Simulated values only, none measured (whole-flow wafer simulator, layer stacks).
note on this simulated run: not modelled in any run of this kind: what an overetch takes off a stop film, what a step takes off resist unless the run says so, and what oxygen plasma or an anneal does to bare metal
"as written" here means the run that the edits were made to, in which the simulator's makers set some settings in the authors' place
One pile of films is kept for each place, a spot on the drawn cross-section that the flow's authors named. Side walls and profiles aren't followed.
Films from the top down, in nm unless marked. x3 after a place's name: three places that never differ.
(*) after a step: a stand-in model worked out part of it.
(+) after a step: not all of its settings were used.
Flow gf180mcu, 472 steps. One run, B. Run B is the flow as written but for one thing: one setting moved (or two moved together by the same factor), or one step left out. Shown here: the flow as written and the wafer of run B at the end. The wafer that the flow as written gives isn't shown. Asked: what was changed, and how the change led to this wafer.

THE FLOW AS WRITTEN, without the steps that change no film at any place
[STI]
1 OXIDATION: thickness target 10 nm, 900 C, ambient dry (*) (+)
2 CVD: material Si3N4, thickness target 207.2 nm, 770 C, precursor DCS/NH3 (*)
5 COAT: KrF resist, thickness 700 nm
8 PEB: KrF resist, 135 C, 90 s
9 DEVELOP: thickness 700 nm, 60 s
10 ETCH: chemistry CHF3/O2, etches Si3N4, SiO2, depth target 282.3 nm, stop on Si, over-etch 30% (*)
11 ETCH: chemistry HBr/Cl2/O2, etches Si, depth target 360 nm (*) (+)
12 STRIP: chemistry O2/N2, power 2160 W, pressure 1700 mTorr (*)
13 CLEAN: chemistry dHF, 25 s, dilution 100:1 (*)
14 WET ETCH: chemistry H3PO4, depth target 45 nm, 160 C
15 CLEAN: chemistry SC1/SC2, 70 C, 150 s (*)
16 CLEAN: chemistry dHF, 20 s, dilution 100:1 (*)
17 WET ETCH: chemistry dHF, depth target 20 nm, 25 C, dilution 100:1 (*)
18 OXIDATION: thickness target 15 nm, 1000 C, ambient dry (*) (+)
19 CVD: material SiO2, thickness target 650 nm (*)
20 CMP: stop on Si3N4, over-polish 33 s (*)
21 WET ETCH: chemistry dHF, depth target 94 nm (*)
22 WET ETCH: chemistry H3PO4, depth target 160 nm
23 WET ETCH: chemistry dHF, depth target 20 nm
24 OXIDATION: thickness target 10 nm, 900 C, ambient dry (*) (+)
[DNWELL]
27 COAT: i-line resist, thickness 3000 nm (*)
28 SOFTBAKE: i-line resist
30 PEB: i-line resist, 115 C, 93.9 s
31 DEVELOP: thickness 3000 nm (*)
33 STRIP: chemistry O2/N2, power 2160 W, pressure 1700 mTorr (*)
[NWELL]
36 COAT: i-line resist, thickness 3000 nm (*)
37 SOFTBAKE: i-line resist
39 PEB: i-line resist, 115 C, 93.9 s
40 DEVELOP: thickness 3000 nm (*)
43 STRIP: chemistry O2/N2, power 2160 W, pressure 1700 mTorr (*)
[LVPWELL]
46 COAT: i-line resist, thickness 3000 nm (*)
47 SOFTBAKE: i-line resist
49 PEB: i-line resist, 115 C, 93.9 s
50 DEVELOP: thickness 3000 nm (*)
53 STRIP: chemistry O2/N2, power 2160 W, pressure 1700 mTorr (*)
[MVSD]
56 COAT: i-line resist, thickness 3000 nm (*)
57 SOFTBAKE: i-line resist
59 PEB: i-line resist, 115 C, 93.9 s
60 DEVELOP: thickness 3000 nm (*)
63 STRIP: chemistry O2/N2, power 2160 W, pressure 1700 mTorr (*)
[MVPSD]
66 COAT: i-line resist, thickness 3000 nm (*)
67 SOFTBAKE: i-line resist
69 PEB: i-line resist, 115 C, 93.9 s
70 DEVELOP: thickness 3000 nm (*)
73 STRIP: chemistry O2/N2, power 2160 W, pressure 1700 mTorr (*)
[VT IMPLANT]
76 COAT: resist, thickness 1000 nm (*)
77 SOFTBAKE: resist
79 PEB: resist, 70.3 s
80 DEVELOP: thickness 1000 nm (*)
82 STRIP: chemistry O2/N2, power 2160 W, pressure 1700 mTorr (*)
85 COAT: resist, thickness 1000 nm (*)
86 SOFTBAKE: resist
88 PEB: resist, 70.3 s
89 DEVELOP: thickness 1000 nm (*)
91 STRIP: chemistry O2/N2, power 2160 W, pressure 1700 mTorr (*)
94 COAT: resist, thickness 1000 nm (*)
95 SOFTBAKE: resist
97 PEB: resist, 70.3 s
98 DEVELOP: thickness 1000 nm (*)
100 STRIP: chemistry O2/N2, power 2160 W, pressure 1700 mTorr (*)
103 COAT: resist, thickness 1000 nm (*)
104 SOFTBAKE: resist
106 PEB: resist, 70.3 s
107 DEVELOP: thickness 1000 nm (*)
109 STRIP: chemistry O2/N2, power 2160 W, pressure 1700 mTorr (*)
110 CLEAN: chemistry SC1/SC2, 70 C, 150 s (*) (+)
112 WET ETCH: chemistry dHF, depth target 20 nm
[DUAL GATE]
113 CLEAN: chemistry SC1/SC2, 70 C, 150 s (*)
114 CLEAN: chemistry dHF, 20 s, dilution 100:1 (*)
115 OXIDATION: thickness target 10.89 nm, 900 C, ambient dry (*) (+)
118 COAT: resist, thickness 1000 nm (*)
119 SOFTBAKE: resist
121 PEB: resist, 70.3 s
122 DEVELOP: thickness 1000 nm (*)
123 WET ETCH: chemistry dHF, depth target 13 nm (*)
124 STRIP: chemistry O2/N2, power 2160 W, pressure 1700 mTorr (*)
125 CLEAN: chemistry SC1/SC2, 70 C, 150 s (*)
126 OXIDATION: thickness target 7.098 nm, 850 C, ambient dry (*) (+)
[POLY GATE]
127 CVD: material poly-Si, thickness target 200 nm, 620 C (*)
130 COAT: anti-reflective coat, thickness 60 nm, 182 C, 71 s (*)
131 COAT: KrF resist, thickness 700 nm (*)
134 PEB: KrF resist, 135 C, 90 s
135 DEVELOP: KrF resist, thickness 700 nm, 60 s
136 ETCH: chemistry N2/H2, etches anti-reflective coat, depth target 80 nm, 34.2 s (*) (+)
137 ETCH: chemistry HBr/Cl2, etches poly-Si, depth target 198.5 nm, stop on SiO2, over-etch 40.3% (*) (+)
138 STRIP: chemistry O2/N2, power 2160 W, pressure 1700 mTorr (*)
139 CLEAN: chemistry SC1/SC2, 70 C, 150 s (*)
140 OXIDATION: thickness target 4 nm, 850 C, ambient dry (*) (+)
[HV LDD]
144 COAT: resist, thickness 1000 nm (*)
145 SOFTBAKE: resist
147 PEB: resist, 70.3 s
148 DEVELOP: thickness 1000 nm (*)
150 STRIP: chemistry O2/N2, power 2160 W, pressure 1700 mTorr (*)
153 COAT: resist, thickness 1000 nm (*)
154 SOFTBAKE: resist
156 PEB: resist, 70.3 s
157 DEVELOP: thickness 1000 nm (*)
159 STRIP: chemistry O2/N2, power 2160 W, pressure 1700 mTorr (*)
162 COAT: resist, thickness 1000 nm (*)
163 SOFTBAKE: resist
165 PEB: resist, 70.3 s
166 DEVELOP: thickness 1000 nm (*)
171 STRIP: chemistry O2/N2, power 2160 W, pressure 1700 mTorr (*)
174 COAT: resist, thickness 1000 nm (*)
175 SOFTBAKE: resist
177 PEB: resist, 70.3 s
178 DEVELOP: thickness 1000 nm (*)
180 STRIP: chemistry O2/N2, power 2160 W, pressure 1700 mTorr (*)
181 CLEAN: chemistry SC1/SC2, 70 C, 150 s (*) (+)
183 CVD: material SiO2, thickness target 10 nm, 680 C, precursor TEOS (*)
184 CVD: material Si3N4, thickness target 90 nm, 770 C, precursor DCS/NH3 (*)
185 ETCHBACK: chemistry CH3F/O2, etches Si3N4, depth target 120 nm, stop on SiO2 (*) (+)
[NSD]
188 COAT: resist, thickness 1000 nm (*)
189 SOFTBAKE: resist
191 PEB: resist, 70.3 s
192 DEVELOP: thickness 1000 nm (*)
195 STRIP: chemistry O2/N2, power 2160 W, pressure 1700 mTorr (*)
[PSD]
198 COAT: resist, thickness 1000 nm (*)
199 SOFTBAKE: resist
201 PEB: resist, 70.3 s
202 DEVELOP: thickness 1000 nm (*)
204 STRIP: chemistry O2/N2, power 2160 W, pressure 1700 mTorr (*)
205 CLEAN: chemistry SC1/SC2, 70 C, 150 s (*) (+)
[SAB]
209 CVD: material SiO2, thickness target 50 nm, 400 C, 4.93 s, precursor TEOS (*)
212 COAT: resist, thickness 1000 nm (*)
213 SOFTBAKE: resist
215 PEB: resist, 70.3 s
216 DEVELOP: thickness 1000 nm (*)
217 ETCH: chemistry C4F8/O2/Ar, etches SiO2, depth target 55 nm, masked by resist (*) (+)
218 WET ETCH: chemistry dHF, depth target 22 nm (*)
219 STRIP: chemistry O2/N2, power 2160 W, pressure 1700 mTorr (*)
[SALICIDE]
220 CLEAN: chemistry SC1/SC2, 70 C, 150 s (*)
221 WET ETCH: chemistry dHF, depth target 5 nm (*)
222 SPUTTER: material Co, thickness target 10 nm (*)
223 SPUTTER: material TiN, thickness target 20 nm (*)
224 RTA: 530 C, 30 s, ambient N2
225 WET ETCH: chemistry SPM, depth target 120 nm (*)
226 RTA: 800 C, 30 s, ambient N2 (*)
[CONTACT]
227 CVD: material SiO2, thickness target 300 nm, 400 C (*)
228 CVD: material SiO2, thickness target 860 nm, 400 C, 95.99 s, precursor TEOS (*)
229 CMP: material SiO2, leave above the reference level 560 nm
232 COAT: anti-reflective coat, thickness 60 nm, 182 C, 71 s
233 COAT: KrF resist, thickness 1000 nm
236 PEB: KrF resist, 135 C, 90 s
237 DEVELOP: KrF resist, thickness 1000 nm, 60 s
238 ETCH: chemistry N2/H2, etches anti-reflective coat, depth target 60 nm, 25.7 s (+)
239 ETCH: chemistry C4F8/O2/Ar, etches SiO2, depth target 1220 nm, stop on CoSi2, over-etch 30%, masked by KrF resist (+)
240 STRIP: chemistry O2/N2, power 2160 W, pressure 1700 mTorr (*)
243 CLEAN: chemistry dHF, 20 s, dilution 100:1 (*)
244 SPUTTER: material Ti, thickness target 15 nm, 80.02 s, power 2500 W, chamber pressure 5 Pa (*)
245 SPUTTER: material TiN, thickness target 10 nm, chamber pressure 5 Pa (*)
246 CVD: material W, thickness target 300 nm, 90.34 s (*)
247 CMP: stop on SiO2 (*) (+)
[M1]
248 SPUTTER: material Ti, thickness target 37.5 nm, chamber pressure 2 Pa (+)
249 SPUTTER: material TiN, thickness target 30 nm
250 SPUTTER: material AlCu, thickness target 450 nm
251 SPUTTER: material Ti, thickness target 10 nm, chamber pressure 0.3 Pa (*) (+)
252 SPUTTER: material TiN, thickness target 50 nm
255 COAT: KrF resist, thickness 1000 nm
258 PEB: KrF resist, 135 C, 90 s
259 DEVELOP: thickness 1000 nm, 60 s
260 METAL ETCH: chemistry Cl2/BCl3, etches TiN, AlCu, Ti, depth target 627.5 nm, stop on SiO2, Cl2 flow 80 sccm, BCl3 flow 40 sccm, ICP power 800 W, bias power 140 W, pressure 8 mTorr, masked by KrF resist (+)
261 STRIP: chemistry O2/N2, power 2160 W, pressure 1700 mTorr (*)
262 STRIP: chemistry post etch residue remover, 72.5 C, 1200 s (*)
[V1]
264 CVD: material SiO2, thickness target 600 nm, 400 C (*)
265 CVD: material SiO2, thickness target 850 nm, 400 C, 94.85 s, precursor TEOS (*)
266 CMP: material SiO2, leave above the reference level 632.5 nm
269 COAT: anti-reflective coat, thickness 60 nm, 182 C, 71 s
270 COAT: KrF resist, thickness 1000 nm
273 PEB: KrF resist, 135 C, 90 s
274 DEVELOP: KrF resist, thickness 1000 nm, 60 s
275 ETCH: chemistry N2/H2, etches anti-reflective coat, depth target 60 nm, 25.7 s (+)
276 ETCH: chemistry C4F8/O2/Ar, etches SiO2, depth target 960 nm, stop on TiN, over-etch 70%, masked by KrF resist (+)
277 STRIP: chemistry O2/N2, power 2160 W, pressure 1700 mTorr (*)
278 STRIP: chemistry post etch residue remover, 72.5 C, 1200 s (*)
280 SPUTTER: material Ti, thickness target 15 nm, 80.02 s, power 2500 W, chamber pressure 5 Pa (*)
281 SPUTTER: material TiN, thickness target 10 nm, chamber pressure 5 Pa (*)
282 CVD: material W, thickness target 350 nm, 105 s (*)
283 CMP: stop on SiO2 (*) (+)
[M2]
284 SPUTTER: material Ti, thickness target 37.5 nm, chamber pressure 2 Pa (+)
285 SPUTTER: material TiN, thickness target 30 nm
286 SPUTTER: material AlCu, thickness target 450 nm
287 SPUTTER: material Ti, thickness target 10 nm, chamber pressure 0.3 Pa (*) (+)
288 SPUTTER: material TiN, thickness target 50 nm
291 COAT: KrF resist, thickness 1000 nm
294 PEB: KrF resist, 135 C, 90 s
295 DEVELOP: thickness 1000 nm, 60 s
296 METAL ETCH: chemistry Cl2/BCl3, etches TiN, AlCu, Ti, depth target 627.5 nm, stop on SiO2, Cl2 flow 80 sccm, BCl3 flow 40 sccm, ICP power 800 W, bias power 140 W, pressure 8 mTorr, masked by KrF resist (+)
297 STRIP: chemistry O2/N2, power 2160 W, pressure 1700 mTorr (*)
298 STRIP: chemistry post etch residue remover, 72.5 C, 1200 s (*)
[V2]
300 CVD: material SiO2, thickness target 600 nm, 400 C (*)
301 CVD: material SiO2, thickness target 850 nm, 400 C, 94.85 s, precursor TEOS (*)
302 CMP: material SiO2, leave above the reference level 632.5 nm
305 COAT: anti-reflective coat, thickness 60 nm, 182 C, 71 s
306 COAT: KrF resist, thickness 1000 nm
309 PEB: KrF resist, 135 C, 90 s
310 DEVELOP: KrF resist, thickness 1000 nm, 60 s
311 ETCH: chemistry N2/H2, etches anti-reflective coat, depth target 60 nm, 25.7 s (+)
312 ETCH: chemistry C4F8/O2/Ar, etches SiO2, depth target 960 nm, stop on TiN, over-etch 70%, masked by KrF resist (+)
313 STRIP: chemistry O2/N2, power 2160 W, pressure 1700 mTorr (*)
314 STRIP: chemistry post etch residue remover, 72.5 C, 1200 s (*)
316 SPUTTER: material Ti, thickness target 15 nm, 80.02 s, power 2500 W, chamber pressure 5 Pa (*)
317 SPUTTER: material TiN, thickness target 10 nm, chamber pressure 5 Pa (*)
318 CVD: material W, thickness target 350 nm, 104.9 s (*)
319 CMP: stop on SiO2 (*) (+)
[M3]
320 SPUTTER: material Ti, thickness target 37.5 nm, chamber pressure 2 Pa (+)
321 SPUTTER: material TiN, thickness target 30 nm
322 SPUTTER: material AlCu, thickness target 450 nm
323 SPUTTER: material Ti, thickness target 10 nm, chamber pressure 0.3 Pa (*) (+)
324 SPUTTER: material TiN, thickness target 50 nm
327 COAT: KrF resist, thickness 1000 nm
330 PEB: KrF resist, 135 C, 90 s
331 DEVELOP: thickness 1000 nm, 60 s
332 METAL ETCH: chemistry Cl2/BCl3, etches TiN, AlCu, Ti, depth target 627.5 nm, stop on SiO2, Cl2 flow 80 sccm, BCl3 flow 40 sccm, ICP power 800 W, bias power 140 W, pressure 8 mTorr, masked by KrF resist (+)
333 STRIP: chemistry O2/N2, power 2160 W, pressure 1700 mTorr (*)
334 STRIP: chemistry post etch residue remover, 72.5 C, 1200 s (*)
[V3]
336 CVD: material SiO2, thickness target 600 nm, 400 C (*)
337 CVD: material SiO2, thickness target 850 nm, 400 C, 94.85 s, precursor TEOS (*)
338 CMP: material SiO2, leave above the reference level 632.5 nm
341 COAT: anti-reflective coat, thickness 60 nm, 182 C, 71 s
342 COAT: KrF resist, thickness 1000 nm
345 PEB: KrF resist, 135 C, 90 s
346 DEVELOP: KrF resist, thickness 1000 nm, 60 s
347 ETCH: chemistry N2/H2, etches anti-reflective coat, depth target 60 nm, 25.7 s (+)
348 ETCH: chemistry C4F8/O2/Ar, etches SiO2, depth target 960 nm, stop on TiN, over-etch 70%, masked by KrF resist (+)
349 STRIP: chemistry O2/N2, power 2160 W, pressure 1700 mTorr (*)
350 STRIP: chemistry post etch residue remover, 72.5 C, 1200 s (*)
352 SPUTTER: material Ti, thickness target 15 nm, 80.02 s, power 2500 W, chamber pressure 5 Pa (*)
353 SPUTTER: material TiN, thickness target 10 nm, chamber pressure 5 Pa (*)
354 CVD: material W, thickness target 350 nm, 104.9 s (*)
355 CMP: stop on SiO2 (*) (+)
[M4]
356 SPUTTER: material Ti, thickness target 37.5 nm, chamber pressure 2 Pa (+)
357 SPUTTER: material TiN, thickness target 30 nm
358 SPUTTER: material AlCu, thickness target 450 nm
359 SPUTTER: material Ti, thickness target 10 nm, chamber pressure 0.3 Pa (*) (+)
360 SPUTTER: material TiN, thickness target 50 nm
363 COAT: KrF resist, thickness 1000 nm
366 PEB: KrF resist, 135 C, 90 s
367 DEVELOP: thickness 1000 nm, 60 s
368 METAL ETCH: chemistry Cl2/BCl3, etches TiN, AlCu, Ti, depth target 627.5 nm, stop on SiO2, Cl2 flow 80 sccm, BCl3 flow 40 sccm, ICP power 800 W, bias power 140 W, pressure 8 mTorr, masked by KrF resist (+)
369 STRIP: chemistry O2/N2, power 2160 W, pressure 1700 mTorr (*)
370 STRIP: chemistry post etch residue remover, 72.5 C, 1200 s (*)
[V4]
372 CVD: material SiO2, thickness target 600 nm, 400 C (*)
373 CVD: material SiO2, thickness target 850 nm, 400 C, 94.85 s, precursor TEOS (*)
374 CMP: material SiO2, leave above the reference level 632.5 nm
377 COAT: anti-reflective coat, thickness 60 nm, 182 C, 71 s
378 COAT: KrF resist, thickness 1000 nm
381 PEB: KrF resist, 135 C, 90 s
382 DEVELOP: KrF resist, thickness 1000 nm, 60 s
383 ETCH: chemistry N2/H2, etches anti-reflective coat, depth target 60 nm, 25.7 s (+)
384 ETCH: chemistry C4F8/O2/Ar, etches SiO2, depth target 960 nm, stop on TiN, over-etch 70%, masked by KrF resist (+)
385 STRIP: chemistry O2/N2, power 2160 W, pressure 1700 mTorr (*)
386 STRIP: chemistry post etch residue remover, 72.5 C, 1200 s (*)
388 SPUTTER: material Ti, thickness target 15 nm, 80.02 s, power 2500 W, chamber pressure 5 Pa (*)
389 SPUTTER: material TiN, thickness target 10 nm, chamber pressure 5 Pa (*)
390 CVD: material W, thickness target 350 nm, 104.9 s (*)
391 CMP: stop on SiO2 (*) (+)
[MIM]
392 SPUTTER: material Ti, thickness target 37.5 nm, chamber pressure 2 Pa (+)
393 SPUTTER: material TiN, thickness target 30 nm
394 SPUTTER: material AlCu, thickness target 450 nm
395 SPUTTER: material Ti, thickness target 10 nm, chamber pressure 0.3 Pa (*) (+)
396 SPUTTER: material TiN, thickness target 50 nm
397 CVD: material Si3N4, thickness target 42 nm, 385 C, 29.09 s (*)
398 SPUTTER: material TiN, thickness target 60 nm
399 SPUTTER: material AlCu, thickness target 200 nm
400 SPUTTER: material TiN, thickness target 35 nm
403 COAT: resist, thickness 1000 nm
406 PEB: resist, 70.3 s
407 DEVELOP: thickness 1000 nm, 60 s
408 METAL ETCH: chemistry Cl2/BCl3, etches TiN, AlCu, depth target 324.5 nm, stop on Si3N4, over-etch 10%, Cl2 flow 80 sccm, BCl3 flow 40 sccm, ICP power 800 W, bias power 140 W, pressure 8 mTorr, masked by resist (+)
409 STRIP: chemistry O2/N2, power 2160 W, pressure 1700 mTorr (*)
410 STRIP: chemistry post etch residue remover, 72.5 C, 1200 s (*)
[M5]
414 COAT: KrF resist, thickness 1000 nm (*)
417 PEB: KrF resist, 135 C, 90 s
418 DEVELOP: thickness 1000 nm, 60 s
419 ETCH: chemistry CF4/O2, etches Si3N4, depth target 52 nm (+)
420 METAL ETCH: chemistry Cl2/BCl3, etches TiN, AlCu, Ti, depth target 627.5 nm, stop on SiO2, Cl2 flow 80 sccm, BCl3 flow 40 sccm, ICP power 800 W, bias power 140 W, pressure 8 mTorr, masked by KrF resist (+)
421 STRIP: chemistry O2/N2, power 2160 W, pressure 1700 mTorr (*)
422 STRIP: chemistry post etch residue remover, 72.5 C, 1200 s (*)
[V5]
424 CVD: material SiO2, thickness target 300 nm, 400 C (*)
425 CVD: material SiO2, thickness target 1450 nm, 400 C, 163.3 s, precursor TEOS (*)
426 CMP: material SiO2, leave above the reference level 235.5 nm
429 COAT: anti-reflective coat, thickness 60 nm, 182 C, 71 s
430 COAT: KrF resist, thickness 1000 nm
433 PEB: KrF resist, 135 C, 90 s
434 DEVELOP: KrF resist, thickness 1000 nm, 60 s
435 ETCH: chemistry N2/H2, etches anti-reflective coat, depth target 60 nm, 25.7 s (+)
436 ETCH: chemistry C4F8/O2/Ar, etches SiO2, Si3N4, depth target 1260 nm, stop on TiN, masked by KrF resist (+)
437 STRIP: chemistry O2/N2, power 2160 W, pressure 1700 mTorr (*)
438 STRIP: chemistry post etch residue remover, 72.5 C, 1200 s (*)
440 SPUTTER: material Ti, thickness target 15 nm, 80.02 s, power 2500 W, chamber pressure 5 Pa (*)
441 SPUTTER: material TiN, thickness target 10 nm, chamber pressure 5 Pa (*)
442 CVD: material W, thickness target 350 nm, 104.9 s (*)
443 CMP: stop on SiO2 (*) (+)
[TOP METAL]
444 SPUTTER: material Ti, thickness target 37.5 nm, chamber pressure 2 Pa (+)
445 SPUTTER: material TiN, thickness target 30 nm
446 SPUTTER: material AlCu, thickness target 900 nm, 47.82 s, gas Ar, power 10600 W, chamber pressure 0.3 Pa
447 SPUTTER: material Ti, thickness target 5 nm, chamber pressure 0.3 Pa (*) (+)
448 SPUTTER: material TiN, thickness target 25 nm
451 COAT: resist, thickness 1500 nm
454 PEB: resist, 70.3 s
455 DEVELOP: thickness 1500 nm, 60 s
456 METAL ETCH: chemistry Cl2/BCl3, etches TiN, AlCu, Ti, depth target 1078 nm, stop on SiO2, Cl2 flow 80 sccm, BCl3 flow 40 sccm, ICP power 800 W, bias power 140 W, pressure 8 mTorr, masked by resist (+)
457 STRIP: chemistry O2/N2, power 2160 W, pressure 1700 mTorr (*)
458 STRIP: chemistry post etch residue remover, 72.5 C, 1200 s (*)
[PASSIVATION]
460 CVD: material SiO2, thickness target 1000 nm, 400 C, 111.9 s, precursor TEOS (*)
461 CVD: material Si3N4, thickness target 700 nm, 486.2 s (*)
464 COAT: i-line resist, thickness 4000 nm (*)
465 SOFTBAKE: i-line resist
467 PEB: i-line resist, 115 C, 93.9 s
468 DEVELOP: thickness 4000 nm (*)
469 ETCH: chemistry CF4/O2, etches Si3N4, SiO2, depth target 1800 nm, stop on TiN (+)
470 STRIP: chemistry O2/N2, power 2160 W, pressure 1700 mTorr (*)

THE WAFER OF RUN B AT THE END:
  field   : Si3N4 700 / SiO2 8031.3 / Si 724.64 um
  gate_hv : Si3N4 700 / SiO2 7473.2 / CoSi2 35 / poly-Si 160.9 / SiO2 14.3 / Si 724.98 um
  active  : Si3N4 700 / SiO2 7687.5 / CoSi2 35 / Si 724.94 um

The cause: step 229, CMP: leave above the reference level 364 nm was run, where the flow has leave above the reference level 560 nm.

How the change led to this, step by step:
  229 CMP: material SiO2, leave above the reference level 560 nm
      gate_hv, gate_nat, ld_gate_n and 11 more: SiO2 -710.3 (as written it would be: SiO2 -514.3)
      ldn_sep__w1, ldn_sep__w2, ldn_dft and 8 more: SiO2 -507 (as written it would be: SiO2 -311)
      (and at 86 more places)
  239 ETCH: chemistry C4F8/O2/Ar, etches SiO2, depth target 1220 nm, stop on CoSi2, over-etch 30%, masked by KrF resist (+)
      field, field__w1, field__w2 and 105 more: KrF resist -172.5 (as written it would be: KrF resist -223.5)
      polyc_n, polyc_p: SiO2 -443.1 (all of it) (as written it would be: SiO2 -639.1 (all of it))
      (and at 1 more place)
  240 STRIP: chemistry O2/N2, power 2160 W, pressure 1700 mTorr (*)
      field, field__w1, field__w2 and 105 more: KrF resist -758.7 (all of it), anti-reflective coat -60 (all of it) (as written it would be: KrF resist -707.7 (all of it), anti-reflective coat -60 (all of it))
  244 SPUTTER: material Ti, thickness target 15 nm, 80.02 s, power 2500 W, chamber pressure 5 Pa (*)
      contact: Ti +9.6 (new film) (as written it would be: Ti +8.55 (new film))
  245 SPUTTER: material TiN, thickness target 10 nm, chamber pressure 5 Pa (*)
      contact: TiN +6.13 (new film) (as written it would be: TiN +5.48 (new film))
  246 CVD: material W, thickness target 300 nm, 90.34 s (*)
      polyc_n, polyc_p: W +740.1 (new film) (as written it would be: W +936.1 (new film))
      contact: W +969.8 (new film) (as written it would be: W +1167.5 (new film))
